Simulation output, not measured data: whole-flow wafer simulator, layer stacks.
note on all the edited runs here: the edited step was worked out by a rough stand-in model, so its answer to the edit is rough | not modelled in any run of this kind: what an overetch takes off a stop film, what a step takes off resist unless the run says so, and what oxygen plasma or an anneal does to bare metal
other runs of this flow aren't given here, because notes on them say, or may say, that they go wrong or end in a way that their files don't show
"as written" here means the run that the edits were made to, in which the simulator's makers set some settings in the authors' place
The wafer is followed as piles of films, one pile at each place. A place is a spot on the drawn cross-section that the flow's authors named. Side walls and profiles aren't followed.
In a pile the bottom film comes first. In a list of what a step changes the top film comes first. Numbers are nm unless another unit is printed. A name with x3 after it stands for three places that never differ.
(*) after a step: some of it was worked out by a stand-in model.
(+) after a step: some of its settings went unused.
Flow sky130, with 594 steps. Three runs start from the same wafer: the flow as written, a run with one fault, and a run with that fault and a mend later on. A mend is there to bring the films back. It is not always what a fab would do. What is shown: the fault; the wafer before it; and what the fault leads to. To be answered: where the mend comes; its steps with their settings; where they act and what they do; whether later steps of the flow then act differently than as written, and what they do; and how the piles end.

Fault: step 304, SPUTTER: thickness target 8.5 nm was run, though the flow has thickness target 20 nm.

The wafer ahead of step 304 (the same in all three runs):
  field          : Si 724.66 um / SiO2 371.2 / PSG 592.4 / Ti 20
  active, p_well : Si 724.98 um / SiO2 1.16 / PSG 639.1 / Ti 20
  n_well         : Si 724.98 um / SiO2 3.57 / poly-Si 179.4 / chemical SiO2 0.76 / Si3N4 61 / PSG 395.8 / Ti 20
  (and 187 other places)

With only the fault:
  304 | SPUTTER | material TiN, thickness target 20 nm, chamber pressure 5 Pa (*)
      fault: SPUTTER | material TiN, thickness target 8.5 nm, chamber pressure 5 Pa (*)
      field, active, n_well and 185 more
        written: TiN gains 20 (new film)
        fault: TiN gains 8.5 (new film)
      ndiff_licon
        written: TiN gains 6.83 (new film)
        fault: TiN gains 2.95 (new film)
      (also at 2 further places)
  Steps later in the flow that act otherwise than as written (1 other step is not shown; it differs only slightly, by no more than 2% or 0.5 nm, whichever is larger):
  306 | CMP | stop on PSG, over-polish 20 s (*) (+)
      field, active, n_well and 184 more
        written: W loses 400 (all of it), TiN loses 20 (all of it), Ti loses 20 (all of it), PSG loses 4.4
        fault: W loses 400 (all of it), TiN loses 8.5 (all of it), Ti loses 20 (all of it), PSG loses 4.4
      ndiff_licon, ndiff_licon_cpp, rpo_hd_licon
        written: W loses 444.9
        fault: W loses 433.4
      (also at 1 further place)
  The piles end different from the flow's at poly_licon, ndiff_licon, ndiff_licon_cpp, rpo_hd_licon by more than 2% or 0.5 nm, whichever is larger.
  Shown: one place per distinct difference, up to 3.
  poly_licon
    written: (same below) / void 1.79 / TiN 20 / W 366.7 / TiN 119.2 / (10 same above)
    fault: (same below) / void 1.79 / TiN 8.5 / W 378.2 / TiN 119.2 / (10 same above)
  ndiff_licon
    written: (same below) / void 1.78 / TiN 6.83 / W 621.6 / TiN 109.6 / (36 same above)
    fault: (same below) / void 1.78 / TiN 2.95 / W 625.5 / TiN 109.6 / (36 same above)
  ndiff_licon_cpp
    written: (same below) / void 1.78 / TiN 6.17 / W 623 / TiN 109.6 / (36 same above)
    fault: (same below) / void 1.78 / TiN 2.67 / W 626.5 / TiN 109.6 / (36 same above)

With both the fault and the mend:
  The mend follows step 304.
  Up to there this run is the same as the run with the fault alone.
  304a | SPUTTER | material TiN, thickness target 11.5 nm, chamber pressure 5 Pa (*) (the flow's step 304, run once more with other settings)
      field, active, n_well and 185 more
        TiN gains 11.5
      ndiff_licon
        TiN gains 3.88
      ndiff_licon_cpp
        TiN gains 3.5
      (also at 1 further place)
  None of the later steps of the flow differs from how it acts as written, at any place that is followed, by more than 2% or 0.5 nm, whichever is larger.
  The piles end only slightly different from the flow's at the places that both follow, by no more than 2% or 0.5 nm, whichever is larger.
